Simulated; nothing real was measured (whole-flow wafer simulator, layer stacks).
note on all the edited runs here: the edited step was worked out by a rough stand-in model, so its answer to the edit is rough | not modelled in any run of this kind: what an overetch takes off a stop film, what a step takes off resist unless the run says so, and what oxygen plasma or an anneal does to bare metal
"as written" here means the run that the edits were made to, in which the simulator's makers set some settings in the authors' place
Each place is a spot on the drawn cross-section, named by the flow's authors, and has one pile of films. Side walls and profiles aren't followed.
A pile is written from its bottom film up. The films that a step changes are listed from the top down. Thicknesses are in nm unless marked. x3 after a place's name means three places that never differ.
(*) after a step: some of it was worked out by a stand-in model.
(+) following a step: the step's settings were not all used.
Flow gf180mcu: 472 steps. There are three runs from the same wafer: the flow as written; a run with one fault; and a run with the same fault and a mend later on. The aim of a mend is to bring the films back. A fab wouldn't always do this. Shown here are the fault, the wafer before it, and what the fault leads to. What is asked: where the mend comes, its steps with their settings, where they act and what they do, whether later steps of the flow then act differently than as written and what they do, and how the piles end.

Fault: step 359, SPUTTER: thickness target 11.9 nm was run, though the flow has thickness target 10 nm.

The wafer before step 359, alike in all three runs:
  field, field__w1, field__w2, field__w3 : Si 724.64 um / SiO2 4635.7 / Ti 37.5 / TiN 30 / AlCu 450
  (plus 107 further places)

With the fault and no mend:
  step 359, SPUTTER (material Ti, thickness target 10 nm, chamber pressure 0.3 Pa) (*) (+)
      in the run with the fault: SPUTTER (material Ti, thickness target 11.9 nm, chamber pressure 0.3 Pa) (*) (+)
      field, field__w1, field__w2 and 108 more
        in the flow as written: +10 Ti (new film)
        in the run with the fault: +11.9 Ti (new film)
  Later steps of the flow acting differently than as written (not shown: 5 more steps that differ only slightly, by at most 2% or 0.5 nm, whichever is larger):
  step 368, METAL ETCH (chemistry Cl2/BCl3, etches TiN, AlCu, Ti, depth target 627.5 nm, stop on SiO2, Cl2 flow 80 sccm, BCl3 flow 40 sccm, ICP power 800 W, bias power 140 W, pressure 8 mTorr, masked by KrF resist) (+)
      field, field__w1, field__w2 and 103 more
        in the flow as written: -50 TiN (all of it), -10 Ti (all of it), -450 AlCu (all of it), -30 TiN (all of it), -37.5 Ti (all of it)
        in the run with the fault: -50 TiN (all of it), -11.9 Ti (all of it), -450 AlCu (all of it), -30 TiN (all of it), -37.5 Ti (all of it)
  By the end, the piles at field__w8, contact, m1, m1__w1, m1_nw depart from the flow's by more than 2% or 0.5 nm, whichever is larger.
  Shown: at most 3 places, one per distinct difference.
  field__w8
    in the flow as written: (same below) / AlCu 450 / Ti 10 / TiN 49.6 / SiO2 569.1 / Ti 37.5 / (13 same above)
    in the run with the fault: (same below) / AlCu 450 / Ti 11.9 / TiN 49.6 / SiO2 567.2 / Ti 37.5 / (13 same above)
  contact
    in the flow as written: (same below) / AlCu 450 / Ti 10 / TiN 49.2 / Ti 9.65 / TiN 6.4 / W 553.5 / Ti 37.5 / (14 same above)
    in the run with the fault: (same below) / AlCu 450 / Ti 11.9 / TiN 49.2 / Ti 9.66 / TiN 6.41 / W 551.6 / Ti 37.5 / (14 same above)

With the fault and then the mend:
  After step 359 comes the mend.
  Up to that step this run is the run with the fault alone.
  step 359a, METAL ETCH (chemistry Cl2/BCl3, etches TiN, AlCu, Ti, depth target 1.9 nm, Cl2 flow 80 sccm, BCl3 flow 40 sccm, ICP power 800 W, bias power 140 W, pressure 8 mTorr) (the flow's step 260, run once more with other settings)
      field, field__w1, field__w2 and 108 more
        -1.9 Ti
  None of the later steps of the flow acts differently than as written at any place that is followed.
  At every place that both follow, the piles at the end match the flow's.
